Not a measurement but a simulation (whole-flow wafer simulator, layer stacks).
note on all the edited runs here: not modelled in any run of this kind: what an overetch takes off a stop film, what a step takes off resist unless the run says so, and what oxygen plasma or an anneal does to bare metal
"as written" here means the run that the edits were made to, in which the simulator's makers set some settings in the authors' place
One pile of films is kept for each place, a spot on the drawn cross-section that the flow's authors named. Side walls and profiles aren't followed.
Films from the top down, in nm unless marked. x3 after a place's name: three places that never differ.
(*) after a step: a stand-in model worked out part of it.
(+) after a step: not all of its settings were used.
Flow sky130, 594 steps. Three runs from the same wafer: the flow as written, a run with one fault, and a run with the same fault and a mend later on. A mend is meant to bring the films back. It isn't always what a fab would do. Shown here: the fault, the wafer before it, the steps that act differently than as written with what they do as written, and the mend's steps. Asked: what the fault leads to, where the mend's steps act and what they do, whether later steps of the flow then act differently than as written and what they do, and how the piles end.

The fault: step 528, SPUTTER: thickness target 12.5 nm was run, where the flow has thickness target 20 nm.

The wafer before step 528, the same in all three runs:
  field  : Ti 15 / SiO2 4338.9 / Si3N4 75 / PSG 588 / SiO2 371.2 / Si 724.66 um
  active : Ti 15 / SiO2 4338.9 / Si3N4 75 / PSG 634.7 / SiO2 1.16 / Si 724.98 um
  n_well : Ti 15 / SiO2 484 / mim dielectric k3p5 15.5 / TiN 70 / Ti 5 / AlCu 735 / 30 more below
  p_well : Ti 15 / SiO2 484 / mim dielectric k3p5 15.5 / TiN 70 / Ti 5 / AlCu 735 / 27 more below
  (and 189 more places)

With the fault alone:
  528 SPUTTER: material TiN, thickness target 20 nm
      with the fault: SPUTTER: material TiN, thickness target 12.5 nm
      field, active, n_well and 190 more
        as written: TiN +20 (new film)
        with the fault: TiN +12.5 (new film)
  Later steps of the flow that act differently than as written (19 more steps differ only slightly, by at most 2% or 0.5 nm, whichever is larger, and aren't shown):
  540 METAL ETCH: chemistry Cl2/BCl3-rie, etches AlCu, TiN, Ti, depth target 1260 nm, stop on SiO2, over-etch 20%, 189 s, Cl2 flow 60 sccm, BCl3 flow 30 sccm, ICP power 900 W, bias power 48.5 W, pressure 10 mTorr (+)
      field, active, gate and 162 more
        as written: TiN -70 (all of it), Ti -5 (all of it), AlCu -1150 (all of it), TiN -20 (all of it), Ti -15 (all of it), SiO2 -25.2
        with the fault: TiN -70 (all of it), Ti -5 (all of it), AlCu -1150 (all of it), TiN -12.5 (all of it), Ti -15 (all of it), SiO2 -25.9
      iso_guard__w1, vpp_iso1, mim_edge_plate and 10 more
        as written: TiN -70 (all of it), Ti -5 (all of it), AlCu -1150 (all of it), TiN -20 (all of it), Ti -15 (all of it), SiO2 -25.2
        with the fault: TiN -70 (all of it), Ti -5 (all of it), AlCu -1150 (all of it), TiN -12.5 (all of it), Ti -15 (all of it), SiO2 -26
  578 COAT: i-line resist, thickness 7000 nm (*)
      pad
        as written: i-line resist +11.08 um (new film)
        with the fault: i-line resist +11.09 um (new film)
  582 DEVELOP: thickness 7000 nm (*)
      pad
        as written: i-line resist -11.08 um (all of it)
        with the fault: i-line resist -11.09 um (all of it)
  At the end the piles differ from the flow's by more than 2% or 0.5 nm, whichever is larger, at n_well, p_well, sd_n and 12 more.
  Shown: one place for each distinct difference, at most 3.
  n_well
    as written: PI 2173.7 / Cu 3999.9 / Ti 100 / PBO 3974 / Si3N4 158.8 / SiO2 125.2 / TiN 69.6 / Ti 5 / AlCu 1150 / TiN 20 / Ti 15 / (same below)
    with the fault: PI 2174.6 / Cu 3999.9 / Ti 100 / PBO 3979.4 / Si3N4 158.8 / SiO2 125.2 / TiN 69.6 / Ti 5 / AlCu 1150 / TiN 12.5 / Ti 15 / (same below)
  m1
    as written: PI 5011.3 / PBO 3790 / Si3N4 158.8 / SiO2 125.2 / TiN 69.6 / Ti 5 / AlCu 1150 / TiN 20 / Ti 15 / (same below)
    with the fault: PI 5011.7 / PBO 3796.2 / Si3N4 158.8 / SiO2 125.2 / TiN 69.6 / Ti 5 / AlCu 1150 / TiN 12.5 / Ti 15 / (same below)
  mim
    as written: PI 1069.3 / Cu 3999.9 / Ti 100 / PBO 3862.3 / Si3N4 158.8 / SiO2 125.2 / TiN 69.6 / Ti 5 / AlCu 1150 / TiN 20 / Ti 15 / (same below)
    with the fault: PI 1070 / Cu 3999.9 / Ti 100 / PBO 3868.1 / Si3N4 158.8 / SiO2 125.2 / TiN 69.6 / Ti 5 / AlCu 1150 / TiN 12.5 / Ti 15 / (same below)

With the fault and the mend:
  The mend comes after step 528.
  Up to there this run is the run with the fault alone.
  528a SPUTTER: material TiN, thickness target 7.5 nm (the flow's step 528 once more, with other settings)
      field, active, n_well and 190 more
        TiN +7.5
  No later step of the flow acts differently than as written at any place that is followed.
  At the end the piles are the same as the flow's at every place that both follow.
